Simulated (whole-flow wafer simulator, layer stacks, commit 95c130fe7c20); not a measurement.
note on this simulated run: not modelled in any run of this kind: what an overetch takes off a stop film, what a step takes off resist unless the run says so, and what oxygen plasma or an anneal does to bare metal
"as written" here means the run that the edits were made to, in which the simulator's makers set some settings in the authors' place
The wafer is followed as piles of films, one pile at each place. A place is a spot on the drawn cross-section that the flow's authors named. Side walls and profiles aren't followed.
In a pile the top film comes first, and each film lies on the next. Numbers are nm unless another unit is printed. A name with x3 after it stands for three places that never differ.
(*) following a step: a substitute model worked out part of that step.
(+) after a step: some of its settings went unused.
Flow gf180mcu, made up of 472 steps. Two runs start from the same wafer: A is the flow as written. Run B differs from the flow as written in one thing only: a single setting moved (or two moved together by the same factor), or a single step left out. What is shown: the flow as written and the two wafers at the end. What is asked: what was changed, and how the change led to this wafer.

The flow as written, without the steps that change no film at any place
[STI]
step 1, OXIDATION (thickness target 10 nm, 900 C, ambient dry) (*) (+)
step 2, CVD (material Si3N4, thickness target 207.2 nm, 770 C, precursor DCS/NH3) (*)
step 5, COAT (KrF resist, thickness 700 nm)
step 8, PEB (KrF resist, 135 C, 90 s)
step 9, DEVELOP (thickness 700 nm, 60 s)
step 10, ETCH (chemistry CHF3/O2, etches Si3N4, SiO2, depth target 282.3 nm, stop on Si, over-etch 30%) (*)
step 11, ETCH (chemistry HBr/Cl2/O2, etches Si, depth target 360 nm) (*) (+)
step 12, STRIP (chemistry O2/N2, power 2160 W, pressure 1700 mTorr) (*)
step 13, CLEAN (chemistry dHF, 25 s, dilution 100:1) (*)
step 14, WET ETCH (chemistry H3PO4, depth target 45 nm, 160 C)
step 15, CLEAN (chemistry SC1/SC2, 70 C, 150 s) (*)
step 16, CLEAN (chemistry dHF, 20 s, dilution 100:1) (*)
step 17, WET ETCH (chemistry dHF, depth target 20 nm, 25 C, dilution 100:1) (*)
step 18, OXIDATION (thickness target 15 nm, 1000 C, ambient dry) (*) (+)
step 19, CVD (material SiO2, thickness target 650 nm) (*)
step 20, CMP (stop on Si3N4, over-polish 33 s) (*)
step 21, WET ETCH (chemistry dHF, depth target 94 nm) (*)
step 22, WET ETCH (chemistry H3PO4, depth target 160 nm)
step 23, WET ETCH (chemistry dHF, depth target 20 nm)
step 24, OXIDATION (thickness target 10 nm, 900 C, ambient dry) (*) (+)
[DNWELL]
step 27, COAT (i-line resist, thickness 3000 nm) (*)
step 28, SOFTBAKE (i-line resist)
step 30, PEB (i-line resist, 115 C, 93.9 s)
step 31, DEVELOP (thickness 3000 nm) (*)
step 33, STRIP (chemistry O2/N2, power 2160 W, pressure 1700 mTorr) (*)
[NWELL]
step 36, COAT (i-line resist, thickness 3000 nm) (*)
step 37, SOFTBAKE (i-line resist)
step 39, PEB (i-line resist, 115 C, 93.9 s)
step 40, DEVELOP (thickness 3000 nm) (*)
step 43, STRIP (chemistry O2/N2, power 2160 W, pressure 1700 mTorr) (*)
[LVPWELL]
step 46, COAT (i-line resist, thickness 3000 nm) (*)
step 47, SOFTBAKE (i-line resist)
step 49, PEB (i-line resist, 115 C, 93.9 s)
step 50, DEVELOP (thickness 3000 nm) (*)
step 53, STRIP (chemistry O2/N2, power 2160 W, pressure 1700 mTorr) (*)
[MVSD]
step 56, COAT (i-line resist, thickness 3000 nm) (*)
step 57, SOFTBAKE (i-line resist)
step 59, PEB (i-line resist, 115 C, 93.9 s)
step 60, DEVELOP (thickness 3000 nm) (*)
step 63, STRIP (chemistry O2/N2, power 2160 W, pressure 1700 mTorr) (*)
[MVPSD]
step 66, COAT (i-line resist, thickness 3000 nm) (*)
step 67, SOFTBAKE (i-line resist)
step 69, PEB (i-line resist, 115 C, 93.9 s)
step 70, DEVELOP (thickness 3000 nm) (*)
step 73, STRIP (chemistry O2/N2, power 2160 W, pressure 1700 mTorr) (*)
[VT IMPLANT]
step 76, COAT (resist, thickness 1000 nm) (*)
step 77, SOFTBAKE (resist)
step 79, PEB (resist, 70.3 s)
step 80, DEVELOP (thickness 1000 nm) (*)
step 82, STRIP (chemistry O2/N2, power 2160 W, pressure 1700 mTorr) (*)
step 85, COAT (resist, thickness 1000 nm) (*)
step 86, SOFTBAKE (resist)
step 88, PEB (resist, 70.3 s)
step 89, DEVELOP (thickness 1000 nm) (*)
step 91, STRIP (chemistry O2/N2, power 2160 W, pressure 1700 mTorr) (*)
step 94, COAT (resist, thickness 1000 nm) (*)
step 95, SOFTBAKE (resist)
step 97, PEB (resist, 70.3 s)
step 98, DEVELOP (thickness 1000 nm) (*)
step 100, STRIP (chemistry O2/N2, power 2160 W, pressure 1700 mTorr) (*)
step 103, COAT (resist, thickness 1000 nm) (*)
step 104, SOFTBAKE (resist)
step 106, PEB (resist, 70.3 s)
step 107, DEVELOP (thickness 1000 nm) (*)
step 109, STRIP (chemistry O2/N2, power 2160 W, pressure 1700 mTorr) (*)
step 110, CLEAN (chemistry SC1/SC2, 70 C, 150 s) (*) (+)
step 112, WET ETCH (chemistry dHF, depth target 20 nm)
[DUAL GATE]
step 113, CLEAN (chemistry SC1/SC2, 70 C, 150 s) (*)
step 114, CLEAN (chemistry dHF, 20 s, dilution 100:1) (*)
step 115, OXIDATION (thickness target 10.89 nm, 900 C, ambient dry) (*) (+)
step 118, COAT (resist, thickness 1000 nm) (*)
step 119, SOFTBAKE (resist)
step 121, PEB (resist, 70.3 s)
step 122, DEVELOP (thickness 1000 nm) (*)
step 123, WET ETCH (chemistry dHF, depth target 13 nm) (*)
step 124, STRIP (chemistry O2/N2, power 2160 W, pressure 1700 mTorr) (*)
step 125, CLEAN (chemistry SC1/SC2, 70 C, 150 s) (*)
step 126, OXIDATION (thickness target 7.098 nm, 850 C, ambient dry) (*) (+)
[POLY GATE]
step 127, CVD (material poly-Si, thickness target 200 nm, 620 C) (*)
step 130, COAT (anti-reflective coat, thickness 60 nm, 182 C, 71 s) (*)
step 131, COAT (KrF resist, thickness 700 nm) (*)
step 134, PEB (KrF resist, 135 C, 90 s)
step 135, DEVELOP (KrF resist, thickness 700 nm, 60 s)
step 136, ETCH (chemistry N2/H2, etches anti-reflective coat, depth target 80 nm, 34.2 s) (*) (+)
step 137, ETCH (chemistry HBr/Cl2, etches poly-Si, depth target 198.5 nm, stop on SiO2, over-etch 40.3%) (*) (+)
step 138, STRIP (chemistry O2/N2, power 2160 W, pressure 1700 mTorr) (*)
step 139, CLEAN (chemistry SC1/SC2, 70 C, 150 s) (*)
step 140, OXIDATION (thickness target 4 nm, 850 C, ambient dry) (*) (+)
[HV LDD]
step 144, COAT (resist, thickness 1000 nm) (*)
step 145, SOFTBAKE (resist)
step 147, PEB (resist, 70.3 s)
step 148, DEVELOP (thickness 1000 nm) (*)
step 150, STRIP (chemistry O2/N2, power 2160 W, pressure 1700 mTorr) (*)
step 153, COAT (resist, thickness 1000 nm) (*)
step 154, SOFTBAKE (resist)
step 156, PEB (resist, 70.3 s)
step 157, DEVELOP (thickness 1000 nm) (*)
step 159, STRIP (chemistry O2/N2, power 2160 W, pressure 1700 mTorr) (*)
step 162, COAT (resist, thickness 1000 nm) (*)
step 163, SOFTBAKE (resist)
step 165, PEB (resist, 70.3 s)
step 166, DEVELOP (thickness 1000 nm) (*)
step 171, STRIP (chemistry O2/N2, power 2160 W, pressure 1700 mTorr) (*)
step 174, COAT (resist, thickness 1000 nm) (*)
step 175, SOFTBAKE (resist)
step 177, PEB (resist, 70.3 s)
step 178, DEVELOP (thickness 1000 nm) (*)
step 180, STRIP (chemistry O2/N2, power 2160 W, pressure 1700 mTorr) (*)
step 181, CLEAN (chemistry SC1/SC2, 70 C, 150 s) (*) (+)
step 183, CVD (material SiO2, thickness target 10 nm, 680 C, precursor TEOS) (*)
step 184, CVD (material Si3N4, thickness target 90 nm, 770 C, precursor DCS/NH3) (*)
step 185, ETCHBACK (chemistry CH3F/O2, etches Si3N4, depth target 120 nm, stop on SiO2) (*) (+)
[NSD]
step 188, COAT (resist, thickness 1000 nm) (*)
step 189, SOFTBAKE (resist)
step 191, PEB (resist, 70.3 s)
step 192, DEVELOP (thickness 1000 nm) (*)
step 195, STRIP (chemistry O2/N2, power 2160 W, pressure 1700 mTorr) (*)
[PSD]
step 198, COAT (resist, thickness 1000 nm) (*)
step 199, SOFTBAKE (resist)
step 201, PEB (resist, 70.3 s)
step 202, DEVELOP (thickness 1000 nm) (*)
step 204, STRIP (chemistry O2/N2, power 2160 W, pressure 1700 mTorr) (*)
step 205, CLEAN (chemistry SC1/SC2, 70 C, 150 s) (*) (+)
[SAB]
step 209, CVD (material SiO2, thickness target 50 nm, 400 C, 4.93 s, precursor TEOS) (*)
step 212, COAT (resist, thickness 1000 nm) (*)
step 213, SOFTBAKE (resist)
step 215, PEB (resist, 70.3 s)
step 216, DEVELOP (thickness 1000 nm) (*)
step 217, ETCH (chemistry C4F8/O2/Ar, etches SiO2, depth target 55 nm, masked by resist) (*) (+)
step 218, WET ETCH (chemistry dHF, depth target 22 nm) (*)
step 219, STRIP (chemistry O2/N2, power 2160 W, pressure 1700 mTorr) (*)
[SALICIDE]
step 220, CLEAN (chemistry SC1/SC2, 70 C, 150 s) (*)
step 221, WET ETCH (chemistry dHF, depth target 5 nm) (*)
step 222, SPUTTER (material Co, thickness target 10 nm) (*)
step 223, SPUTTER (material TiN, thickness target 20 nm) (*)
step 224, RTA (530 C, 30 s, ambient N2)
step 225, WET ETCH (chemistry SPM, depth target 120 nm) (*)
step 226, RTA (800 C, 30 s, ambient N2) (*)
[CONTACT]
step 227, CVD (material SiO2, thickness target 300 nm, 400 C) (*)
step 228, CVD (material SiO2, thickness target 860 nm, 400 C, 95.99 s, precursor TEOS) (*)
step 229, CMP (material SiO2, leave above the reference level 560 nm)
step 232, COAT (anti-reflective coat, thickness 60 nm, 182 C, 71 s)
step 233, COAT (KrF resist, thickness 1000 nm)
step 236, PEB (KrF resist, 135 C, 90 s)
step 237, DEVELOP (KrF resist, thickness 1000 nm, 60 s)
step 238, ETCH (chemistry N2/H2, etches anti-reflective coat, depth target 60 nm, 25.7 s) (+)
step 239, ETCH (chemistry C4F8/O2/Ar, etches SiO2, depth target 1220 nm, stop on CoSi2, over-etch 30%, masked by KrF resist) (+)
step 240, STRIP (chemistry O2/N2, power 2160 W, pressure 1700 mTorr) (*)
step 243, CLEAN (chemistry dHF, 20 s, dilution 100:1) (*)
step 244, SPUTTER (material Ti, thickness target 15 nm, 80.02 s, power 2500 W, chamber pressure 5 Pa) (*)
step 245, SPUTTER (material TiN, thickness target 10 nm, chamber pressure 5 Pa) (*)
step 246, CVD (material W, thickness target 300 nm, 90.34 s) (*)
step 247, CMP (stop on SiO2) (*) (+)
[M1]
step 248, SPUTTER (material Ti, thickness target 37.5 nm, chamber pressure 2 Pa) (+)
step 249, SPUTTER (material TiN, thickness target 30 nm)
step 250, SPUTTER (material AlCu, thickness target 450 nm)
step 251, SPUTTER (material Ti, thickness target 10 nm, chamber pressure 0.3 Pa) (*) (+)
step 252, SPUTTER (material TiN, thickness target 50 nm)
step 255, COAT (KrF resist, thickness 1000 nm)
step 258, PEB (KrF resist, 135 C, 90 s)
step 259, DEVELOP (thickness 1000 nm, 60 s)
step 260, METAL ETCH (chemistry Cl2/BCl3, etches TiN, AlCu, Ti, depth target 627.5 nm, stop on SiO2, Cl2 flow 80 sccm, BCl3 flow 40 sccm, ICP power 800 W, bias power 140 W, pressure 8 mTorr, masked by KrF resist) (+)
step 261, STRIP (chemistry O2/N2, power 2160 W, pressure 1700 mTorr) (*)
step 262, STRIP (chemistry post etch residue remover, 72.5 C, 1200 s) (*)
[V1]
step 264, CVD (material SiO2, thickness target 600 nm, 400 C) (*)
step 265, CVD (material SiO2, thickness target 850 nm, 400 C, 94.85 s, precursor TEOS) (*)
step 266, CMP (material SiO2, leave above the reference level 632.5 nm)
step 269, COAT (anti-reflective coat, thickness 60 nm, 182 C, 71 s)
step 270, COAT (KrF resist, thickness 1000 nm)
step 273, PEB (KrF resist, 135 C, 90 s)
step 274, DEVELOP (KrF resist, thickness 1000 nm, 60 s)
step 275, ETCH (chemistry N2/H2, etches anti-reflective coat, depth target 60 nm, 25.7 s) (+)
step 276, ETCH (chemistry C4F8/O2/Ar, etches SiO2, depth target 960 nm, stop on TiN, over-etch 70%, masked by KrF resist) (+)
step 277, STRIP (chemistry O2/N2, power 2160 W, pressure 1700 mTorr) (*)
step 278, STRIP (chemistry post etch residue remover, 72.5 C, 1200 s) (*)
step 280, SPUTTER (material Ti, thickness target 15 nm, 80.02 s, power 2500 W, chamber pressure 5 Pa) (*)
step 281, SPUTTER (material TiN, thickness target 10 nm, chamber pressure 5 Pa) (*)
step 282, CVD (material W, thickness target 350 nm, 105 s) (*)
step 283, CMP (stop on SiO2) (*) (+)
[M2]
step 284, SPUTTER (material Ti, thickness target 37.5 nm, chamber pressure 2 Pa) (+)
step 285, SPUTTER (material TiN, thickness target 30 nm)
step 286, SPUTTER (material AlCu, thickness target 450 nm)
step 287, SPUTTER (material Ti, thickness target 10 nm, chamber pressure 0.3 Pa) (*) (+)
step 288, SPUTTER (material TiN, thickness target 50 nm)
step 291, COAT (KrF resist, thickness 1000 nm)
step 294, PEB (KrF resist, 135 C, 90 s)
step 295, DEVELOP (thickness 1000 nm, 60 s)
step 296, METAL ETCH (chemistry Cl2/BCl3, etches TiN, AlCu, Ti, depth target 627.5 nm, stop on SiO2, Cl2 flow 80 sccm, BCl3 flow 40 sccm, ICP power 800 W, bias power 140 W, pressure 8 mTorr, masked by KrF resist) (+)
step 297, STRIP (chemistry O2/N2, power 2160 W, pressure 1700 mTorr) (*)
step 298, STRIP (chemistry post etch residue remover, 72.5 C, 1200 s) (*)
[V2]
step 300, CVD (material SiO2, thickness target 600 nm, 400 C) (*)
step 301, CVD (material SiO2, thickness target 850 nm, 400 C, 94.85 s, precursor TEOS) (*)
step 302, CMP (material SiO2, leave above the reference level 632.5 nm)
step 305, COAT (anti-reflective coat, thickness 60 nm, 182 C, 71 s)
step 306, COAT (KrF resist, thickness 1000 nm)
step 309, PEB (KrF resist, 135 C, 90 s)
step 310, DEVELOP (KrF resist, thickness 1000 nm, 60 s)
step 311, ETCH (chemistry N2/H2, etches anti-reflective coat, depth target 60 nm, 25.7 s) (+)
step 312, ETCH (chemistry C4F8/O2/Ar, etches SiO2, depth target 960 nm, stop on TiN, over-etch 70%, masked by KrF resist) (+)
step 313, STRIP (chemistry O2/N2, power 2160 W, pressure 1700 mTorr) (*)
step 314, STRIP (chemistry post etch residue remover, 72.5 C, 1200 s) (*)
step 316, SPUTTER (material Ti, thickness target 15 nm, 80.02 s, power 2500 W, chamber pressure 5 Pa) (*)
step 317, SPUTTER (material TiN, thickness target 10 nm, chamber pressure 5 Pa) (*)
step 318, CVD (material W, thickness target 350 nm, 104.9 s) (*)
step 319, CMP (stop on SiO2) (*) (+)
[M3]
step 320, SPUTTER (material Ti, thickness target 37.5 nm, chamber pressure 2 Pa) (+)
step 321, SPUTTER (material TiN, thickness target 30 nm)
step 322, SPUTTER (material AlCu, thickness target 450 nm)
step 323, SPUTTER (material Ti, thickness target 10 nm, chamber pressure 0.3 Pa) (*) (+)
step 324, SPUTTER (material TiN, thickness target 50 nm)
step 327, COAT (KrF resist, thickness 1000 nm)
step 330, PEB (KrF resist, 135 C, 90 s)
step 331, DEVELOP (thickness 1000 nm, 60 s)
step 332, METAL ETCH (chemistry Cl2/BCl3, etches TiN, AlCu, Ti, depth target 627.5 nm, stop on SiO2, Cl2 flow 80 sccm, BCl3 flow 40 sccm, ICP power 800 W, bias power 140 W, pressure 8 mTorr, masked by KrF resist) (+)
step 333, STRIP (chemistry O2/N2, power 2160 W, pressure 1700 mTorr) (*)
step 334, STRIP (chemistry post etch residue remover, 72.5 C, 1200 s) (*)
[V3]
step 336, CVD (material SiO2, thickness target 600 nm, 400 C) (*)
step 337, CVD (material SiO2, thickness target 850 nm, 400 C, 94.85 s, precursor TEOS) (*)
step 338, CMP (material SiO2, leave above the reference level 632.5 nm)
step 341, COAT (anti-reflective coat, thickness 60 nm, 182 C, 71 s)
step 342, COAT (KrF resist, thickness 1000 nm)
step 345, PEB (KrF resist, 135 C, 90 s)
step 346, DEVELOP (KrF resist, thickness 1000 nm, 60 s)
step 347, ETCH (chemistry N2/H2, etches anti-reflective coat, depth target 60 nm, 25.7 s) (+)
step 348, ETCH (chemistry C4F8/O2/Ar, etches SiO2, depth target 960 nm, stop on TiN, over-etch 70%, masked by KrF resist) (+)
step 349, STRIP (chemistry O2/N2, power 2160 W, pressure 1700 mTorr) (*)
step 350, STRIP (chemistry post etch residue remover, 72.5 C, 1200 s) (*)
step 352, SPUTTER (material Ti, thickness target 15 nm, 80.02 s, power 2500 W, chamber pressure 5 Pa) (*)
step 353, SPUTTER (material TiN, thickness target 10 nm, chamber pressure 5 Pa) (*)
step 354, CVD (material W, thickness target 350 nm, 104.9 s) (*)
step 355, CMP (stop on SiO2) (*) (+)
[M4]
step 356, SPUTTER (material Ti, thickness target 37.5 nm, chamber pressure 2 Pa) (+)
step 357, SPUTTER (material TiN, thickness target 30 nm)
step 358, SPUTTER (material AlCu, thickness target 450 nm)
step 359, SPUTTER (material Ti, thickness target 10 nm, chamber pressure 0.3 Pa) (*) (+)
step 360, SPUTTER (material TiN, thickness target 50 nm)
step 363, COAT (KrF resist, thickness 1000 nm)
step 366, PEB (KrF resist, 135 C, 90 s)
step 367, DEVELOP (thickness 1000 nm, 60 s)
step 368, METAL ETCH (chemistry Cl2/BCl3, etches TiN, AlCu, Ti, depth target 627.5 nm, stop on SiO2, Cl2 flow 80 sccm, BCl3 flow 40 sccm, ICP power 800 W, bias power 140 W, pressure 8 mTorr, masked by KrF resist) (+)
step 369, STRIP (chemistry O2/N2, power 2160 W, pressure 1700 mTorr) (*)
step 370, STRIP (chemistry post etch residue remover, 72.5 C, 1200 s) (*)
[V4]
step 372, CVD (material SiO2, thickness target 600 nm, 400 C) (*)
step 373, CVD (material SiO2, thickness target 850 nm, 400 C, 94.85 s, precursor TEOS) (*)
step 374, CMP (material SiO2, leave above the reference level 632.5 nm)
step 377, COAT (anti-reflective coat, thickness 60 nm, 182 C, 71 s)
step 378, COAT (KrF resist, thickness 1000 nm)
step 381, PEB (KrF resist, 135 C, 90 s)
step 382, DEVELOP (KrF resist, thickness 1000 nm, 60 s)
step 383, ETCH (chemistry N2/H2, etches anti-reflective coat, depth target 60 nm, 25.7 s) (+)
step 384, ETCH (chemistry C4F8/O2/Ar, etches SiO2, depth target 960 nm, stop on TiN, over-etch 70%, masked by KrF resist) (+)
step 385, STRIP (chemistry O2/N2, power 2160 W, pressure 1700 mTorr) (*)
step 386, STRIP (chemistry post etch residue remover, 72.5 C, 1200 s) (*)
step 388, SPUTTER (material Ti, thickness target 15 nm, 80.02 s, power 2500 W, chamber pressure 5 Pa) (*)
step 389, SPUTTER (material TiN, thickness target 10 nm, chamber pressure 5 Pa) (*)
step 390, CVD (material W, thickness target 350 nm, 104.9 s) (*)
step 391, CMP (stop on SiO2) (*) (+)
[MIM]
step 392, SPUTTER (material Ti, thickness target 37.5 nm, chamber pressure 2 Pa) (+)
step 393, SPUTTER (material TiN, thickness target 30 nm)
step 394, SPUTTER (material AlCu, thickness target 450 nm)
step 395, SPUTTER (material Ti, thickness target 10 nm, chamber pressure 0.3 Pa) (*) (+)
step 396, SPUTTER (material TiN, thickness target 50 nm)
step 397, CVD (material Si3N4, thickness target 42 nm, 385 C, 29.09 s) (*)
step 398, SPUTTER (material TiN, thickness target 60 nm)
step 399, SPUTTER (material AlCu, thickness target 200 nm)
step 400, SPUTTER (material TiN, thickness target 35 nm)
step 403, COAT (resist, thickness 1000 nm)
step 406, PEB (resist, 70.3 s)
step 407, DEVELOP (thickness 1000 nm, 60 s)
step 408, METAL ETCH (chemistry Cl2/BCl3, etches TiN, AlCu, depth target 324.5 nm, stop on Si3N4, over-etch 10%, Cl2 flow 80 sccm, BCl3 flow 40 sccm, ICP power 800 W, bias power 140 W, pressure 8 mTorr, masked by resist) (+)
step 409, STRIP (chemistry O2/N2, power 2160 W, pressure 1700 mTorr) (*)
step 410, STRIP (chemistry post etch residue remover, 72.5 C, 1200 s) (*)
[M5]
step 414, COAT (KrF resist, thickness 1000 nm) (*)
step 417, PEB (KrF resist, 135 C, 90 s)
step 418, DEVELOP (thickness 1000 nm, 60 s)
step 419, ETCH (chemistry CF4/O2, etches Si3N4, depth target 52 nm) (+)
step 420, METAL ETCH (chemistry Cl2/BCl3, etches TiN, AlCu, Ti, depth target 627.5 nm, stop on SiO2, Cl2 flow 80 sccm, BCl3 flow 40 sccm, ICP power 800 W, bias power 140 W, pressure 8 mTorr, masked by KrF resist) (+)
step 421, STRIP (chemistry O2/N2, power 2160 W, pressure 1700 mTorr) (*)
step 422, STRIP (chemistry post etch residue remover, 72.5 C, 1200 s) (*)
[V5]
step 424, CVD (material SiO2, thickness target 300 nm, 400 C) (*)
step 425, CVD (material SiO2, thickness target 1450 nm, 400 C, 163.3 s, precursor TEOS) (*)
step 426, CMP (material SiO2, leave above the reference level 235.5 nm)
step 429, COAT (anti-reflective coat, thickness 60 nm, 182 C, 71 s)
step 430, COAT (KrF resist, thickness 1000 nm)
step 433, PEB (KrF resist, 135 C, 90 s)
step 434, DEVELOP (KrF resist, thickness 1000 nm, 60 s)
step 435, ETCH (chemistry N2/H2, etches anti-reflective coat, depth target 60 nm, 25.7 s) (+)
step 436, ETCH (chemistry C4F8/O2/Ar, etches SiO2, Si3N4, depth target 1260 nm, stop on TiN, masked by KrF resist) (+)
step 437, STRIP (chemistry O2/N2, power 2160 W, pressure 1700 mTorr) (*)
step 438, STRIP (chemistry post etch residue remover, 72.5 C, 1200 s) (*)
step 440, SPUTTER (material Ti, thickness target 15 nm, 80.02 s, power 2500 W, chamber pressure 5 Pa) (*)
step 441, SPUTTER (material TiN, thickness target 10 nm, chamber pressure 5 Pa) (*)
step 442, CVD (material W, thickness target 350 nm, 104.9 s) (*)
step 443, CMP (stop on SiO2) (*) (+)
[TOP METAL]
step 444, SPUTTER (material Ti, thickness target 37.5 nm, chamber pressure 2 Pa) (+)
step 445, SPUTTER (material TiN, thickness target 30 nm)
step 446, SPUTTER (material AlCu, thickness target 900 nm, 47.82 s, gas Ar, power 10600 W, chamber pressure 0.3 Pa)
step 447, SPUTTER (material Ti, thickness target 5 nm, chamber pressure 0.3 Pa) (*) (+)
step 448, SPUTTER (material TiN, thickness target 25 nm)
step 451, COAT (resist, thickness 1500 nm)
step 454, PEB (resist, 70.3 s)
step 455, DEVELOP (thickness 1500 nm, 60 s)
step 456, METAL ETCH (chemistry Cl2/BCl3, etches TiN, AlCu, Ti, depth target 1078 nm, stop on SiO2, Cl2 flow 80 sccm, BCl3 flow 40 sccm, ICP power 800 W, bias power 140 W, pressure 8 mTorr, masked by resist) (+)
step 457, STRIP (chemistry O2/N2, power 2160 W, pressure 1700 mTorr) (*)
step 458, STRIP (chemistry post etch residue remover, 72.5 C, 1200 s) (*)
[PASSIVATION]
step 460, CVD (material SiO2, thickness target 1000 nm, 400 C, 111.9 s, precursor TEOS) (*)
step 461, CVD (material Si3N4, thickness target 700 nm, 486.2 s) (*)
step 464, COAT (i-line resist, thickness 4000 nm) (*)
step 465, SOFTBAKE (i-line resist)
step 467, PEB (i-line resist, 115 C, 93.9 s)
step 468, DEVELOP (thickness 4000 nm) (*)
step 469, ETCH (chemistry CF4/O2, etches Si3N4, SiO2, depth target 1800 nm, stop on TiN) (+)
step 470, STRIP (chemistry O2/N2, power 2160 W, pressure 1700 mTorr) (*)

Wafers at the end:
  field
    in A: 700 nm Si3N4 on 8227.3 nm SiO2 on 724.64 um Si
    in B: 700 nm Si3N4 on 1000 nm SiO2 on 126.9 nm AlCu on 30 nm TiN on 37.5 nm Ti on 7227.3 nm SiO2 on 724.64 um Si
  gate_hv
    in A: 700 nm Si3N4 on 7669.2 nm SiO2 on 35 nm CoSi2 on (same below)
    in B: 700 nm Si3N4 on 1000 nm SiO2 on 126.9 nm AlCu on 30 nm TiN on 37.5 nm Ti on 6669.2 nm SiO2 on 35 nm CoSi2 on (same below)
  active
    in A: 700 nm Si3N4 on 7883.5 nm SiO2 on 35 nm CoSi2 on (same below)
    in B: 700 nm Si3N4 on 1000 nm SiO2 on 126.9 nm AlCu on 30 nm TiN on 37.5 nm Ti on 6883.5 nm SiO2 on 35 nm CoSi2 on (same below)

What caused this: step 456, METAL ETCH: depth target 797.4 nm was run, though the flow has depth target 1078 nm.

How this came from the change, step by step:
  step 456, METAL ETCH (chemistry Cl2/BCl3, etches TiN, AlCu, Ti, depth target 1078 nm, stop on SiO2, Cl2 flow 80 sccm, BCl3 flow 40 sccm, ICP power 800 W, bias power 140 W, pressure 8 mTorr, masked by resist) (+)
      field, field__w1, field__w2 and 103 more: A -25 TiN (all of it), -5 Ti (all of it), -900 AlCu (all of it), -30 TiN (all of it), -37.5 Ti (all of it) | B -25 TiN (all of it), -5 Ti (all of it), -767.4 AlCu
      field__w8, contact, m1, m1__w1, pad, m1_nw: A -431 resist | B -319 resist
  step 457, STRIP (chemistry O2/N2, power 2160 W, pressure 1700 mTorr) (*)
      field__w8, contact, m1, m1__w1, pad, m1_nw: A -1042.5 resist (all of it) | B -1154.5 resist (all of it)
  step 458, STRIP (chemistry post etch residue remover, 72.5 C, 1200 s) (*)
      field, field__w1, field__w2 and 103 more: A nothing | B -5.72 AlCu
  step 460, CVD (material SiO2, thickness target 1000 nm, 400 C, 111.9 s, precursor TEOS) (*)
      field, field__w1, field__w2 and 103 more: A +1000 SiO2 | B +1000 SiO2 (new film)
  step 464, COAT (i-line resist, thickness 4000 nm) (*)
      field__w8: A +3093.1 i-line resist (new film) | B +3265.4 i-line resist (new film)
      contact: A +3153.6 i-line resist (new film) | B +3307.8 i-line resist (new film)
      (as well as at 4 more places)
  step 465, SOFTBAKE (i-line resist)
      gate: A +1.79 i-line resist | B nothing
      field__w11, field__w13: A +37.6 i-line resist | B +27.6 i-line resist
      (as well as at 66 more places)
  step 467, PEB (i-line resist, 115 C, 93.9 s)
      field__w8, m1__w1: A -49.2 i-line resist | B -52.7 i-line resist
      contact, m1: A -49.6 i-line resist | B -53 i-line resist
      (as well as at 2 more places)
  step 468, DEVELOP (thickness 4000 nm) (*)
      pad: A -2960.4 i-line resist (all of it) | B -3149.7 i-line resist (all of it)
  step 470, STRIP (chemistry O2/N2, power 2160 W, pressure 1700 mTorr) (*)
      field__w8: A -1775.9 i-line resist (all of it) | B -1962.2 i-line resist (all of it)
      contact: A -1798.3 i-line resist (all of it) | B -1978.1 i-line resist (all of it)
      (as well as at 3 more places)
With metal films that touch counted as one body, field has 1 body; the flow as written gives 0 bodies.
With metal films that touch counted as one body, gate_hv has 2 bodies (between them, from the top down: SiO2 6669.2); the flow as written gives 1 body.
With metal films that touch counted as one body, active has 2 bodies (between them, from the top down: SiO2 6883.5); the flow as written gives 1 body.
